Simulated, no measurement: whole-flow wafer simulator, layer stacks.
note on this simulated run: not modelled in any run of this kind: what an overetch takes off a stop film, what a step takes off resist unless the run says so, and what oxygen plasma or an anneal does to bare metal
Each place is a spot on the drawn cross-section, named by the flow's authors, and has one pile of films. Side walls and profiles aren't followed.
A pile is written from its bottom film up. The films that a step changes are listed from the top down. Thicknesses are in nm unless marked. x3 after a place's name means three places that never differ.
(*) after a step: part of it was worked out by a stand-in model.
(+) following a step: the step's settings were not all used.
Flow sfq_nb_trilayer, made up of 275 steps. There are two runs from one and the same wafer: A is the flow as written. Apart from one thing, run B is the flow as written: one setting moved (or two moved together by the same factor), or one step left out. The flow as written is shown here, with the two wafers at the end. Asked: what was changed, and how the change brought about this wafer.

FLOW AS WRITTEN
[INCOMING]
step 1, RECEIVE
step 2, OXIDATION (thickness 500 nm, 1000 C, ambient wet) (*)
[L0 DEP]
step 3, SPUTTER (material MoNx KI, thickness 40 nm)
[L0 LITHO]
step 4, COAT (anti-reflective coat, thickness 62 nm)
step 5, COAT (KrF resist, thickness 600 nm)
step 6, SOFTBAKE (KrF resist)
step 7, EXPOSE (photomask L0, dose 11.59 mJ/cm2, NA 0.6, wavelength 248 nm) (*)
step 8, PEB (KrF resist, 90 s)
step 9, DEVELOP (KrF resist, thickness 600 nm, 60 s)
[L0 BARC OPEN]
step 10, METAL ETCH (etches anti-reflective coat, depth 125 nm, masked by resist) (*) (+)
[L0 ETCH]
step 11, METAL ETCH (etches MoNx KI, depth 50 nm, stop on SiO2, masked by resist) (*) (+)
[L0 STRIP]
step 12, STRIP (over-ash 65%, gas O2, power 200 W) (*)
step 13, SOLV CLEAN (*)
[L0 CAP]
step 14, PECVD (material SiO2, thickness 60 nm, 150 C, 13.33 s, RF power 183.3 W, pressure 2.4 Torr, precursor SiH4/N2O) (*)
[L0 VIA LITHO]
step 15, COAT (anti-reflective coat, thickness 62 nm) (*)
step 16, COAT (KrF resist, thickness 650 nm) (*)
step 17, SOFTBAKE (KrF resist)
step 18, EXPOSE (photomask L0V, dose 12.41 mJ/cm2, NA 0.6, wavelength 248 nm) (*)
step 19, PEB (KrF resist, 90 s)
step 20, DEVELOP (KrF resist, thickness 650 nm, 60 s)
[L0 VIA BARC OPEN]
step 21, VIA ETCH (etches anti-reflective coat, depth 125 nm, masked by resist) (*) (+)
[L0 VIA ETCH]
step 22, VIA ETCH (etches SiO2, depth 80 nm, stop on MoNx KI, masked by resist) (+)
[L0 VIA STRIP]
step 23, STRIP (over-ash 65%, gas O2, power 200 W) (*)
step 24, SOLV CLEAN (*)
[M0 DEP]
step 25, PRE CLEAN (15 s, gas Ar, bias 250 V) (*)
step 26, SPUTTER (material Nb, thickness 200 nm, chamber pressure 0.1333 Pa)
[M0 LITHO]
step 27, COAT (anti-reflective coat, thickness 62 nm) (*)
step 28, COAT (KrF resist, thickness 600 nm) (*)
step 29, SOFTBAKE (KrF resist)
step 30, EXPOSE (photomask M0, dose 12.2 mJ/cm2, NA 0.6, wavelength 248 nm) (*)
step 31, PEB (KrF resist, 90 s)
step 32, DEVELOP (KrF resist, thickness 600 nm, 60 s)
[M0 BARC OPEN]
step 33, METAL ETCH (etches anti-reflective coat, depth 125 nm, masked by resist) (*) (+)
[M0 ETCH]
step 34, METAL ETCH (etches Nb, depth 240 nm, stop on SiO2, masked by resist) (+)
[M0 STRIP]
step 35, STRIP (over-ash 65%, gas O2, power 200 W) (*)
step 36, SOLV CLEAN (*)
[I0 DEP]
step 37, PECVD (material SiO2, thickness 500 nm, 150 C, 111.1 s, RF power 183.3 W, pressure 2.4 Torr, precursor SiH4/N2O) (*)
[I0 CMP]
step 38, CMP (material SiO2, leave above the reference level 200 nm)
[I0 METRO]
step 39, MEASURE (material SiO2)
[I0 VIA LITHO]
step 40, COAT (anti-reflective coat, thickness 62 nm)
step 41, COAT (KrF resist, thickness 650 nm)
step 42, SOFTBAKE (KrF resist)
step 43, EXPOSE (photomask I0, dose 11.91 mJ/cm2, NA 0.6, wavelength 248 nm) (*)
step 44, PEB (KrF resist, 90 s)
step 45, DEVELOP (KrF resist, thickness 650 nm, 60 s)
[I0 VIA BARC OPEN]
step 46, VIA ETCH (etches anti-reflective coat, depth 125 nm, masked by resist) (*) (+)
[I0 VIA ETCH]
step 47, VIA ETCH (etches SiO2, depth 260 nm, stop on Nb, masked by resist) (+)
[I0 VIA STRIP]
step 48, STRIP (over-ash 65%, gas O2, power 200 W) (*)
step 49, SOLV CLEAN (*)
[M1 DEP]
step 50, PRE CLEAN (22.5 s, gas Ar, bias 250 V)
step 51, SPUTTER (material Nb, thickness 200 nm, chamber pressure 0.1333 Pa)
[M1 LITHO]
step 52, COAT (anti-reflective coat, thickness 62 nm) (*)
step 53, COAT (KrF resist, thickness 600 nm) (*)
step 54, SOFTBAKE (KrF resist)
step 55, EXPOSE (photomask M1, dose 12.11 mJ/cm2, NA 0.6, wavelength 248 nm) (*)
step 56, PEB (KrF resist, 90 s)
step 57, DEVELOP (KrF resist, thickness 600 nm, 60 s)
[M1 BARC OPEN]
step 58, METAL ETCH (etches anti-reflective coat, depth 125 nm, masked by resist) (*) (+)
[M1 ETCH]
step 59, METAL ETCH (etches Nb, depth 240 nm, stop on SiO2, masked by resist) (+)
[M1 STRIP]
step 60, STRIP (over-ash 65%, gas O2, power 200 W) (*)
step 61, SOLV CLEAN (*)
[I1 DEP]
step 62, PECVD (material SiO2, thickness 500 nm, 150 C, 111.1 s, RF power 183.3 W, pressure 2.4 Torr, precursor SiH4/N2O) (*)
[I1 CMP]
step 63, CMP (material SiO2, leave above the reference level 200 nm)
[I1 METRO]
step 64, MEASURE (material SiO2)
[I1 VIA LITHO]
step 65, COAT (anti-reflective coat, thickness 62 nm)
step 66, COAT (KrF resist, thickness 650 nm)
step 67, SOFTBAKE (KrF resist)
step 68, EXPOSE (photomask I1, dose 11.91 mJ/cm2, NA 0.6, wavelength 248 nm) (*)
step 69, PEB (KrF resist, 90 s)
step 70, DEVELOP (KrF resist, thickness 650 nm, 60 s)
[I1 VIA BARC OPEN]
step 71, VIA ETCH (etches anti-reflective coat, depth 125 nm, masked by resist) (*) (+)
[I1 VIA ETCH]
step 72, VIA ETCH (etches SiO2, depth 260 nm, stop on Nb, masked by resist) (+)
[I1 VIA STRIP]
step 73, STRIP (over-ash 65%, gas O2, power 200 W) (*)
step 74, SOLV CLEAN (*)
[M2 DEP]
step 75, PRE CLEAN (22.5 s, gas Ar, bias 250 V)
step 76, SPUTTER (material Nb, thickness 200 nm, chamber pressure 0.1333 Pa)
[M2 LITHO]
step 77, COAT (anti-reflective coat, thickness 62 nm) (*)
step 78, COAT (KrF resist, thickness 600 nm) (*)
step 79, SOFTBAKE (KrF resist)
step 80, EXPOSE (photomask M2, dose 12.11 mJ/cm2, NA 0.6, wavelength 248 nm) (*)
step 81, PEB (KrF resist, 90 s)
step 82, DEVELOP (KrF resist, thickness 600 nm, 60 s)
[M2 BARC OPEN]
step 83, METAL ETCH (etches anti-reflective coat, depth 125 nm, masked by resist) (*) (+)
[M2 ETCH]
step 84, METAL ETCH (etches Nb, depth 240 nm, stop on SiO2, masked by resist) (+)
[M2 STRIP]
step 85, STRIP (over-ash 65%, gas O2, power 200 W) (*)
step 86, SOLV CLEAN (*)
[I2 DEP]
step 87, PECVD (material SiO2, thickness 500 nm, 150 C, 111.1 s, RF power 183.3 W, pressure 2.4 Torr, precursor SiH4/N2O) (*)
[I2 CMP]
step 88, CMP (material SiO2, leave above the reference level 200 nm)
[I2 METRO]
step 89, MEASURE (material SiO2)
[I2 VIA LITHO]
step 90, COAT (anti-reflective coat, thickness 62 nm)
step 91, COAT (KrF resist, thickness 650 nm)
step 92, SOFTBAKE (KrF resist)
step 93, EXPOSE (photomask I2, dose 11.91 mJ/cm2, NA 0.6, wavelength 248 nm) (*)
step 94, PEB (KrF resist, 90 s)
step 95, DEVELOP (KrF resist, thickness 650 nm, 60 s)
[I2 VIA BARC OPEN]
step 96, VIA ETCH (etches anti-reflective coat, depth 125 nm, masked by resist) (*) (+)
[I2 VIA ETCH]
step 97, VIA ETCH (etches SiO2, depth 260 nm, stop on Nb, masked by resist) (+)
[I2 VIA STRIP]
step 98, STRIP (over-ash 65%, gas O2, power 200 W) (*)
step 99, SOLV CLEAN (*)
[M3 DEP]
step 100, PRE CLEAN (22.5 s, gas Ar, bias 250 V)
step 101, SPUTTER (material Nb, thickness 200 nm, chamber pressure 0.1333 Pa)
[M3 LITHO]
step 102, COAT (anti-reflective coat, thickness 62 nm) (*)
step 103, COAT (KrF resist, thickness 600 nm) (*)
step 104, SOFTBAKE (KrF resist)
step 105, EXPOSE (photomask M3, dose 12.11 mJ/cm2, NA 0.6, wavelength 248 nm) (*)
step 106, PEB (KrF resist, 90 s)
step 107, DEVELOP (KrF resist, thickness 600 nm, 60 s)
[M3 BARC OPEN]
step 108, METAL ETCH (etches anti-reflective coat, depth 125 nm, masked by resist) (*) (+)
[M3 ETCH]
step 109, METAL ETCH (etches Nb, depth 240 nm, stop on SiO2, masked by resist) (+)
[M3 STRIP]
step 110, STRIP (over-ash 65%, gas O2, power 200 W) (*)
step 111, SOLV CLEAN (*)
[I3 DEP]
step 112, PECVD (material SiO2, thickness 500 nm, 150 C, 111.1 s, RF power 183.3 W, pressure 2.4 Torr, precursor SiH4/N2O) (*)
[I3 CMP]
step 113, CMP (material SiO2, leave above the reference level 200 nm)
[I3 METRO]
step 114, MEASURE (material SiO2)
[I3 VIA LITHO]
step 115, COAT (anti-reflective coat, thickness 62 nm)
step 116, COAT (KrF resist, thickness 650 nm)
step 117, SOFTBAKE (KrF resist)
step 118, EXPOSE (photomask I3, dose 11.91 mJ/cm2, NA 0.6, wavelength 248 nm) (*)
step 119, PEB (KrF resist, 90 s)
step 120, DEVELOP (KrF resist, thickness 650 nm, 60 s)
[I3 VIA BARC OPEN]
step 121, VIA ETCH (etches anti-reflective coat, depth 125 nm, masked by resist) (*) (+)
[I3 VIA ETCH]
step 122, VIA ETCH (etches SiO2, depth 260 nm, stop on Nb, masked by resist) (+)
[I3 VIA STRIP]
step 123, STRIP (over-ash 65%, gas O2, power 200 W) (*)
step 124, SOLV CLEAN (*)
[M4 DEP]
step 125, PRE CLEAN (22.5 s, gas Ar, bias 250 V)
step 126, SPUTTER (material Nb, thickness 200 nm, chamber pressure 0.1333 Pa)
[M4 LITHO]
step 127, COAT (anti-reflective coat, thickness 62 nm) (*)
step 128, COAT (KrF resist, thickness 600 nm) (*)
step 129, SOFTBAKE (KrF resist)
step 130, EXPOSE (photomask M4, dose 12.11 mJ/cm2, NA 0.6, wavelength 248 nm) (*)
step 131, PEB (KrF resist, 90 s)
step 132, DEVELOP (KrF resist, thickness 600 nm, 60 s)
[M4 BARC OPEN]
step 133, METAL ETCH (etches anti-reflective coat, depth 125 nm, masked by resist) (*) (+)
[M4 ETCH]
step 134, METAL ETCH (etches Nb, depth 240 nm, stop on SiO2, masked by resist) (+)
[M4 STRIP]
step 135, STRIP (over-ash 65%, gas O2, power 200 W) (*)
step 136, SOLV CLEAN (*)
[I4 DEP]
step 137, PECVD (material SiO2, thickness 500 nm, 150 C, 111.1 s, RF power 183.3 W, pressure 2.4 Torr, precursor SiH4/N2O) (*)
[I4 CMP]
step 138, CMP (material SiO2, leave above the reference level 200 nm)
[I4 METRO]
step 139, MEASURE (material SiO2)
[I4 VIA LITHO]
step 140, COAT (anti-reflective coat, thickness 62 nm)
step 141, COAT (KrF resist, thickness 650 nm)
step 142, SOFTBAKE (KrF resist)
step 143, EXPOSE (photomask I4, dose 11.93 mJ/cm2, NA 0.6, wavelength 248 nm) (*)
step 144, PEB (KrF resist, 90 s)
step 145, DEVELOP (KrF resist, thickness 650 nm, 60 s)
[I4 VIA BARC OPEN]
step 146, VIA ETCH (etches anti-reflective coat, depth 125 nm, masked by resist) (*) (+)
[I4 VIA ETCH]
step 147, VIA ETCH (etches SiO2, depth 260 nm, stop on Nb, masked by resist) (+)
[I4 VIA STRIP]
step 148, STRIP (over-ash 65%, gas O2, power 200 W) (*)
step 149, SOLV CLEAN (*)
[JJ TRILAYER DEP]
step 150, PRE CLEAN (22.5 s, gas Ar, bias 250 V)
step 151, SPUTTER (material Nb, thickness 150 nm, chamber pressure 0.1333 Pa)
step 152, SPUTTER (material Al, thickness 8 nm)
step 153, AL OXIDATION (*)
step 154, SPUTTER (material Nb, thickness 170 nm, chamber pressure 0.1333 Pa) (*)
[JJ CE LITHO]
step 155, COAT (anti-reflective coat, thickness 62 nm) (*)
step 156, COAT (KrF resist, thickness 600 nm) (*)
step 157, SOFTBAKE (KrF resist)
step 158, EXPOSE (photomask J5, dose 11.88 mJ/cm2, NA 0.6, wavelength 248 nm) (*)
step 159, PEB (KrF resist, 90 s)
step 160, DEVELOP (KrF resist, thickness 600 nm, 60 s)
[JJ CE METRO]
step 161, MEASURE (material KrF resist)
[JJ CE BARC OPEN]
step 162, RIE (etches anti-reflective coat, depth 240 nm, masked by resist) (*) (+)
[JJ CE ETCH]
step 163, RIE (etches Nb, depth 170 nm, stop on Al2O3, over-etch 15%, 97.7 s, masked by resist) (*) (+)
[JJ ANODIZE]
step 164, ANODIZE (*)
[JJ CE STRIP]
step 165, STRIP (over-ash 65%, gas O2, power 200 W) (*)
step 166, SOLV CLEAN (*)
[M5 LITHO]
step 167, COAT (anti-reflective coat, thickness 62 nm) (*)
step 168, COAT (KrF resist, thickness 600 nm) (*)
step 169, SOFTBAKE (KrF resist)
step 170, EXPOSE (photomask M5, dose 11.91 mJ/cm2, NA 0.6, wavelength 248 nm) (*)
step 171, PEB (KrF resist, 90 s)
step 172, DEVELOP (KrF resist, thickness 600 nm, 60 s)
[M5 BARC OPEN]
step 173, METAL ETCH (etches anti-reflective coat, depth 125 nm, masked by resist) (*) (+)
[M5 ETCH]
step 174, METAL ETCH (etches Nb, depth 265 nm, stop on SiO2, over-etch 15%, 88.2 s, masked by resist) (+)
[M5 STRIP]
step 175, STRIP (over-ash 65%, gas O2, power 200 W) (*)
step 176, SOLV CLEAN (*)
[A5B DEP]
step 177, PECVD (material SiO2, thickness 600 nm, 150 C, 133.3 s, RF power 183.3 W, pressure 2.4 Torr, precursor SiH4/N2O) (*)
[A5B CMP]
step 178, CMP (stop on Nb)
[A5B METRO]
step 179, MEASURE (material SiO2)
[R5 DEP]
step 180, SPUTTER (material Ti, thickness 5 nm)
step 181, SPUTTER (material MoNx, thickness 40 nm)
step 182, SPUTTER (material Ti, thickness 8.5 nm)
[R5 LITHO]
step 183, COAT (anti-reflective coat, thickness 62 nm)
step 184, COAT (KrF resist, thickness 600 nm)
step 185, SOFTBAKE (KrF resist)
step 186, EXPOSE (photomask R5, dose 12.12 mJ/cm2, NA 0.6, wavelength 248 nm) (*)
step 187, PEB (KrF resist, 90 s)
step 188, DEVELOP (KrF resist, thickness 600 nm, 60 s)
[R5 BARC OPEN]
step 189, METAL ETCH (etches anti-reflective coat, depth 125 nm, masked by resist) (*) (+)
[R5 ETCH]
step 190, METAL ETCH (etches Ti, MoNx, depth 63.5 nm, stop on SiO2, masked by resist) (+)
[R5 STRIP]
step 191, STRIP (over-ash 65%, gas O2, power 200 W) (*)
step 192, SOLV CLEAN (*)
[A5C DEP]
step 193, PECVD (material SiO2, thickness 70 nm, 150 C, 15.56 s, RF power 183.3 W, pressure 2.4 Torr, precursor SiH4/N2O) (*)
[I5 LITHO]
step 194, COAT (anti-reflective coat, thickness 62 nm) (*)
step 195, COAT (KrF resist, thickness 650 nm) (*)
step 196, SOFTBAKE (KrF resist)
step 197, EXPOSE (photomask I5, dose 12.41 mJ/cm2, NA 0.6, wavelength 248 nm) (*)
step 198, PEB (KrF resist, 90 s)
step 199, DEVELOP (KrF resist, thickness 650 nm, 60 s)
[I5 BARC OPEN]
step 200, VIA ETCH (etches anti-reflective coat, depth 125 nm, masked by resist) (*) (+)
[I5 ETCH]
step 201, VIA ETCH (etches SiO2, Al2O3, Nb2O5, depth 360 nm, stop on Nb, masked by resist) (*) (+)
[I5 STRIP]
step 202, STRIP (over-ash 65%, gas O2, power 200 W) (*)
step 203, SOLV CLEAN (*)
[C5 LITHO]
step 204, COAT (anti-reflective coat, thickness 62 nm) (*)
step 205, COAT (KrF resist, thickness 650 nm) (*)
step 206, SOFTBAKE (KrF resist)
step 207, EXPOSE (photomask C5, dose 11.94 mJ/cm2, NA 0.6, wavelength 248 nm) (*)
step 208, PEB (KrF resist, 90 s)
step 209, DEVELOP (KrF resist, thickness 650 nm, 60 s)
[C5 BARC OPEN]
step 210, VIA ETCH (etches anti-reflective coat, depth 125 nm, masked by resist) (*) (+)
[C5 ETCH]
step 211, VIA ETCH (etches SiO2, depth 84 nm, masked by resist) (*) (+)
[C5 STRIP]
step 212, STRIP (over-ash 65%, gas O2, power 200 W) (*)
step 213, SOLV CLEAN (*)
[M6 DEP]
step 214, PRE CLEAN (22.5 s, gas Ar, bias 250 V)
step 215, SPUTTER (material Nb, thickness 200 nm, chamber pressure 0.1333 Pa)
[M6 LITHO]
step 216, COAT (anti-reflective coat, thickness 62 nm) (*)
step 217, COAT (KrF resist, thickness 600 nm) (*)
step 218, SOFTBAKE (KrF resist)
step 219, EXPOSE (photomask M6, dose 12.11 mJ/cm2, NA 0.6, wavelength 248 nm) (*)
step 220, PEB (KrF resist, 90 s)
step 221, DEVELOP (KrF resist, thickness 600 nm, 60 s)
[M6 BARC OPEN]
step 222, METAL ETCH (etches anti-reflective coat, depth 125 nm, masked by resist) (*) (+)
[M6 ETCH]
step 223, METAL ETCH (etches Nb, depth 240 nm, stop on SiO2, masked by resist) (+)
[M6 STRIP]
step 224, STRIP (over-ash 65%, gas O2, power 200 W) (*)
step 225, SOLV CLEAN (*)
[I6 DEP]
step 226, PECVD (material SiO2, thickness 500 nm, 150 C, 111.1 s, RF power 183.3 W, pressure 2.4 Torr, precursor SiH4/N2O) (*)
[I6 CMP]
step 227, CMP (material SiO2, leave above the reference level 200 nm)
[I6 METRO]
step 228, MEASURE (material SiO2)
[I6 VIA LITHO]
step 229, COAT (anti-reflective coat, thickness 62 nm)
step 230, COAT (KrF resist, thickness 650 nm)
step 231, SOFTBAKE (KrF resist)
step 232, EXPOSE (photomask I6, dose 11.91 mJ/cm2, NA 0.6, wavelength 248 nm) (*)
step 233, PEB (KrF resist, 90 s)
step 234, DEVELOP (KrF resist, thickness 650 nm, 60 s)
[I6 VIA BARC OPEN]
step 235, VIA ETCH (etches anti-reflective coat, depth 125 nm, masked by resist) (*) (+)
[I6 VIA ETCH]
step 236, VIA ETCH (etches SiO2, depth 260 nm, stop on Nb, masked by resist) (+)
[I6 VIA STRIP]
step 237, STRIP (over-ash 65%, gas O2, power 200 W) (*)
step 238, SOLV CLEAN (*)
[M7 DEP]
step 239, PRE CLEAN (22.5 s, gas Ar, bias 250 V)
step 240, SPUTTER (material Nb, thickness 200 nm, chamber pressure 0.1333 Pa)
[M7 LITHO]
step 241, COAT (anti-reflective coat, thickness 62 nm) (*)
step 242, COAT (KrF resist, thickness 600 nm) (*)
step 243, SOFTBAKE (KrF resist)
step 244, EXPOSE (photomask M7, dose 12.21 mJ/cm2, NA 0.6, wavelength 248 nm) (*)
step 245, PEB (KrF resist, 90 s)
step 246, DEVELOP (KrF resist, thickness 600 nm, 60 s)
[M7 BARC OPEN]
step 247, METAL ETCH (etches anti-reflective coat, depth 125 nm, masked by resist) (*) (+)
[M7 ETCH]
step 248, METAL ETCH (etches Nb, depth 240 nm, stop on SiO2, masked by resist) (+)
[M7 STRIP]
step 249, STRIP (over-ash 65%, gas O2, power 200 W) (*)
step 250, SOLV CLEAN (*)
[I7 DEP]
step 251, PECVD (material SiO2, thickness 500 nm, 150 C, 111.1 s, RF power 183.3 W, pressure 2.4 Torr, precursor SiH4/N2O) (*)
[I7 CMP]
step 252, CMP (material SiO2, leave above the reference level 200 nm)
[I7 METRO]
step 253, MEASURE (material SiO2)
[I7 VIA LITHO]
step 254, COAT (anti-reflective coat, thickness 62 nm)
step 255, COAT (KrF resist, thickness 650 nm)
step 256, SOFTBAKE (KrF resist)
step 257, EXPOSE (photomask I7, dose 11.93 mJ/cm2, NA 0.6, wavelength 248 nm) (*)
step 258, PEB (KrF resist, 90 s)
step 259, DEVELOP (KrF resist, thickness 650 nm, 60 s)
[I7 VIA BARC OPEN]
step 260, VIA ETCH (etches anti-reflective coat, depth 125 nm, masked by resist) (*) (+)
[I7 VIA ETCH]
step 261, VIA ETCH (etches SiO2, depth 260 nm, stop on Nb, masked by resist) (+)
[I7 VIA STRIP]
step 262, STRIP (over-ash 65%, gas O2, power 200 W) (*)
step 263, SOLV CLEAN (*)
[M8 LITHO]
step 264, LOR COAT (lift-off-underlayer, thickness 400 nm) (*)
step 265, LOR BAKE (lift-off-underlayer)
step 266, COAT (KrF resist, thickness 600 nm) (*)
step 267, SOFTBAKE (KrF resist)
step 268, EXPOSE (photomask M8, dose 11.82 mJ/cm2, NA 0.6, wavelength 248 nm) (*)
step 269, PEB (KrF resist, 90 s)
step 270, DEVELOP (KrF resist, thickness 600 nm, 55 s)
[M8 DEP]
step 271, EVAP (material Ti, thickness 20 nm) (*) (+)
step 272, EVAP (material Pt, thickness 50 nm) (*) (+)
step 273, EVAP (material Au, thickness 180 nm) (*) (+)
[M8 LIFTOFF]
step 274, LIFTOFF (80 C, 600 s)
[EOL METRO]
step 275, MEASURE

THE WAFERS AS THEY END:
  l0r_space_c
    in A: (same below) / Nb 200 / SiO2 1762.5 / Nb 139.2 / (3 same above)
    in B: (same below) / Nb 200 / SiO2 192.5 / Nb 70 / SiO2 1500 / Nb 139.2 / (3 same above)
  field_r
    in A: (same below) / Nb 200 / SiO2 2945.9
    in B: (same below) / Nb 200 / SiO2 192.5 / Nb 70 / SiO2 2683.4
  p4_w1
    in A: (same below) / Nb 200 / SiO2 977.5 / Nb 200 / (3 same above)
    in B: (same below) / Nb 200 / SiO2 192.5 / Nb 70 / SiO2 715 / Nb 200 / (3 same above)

What caused this: step 59, METAL ETCH: depth 130 nm was run, whereas the flow has depth 240 nm.

Step by step, how the change led to this:
  step 59, METAL ETCH (etches Nb, depth 240 nm, stop on SiO2, masked by resist) (+)
      field_l, be, be_sur and 79 more: A Nb loses 200 (all of it) | B Nb loses 130
      v_sur, via_wl, via_w and 21 more: A KrF resist loses 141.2 | B KrF resist loses 76.5
  step 60, STRIP (over-ash 65%, gas O2, power 200 W) (*)
      wl_j_sl, wl_jj, wl_j_sr and 13 more: A KrF resist loses 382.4 (all of it), anti-reflective coat loses 62 (all of it) | B KrF resist loses 447.1 (all of it), anti-reflective coat loses 62 (all of it)
      v_sur: A KrF resist loses 365.9 (all of it), anti-reflective coat loses 61.1 (all of it) | B KrF resist loses 430.6 (all of it), anti-reflective coat loses 61.1 (all of it)
      (and at 7 other places as well)
  step 62, PECVD (material SiO2, thickness 500 nm, 150 C, 111.1 s, RF power 183.3 W, pressure 2.4 Torr, precursor SiH4/N2O) (*)
      field_l, be, be_sur and 72 more: A SiO2 gains 500 | B SiO2 gains 500 (new film)
      lsp_m, ln_m6, lsp_r, l0_sur, l0v: A SiO2 gains 494.9 | B SiO2 gains 500 (new film)
      (and at 2 other places as well)
  step 63, CMP (material SiO2, leave above the reference level 200 nm)
      field_l, be, be_sur and 72 more: A SiO2 loses 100 | B SiO2 loses 170
      lsp_m, ln_m6, lsp_r, l0_sur, l0v: A SiO2 loses 94.9 | B SiO2 loses 170
      (and at 2 other places as well)
If metal films that touch count as one body, l0r_space_c has 3 bodies (between them, from the top down: SiO2 1500; SiO2 192.5); the flow as written gives 2 bodies (between them, from the top down: SiO2 1762.5).
If metal films that touch count as one body, field_r has 2 bodies (between them, from the top down: SiO2 192.5); the flow as written gives 1 body.
If metal films that touch count as one body, p4_w1 has 4 bodies (between them, from the top down: SiO2 192.5; SiO2 715; SiO2 192.5); the flow as written gives 3 bodies (between them, from the top down: SiO2 192.5; SiO2 977.5).
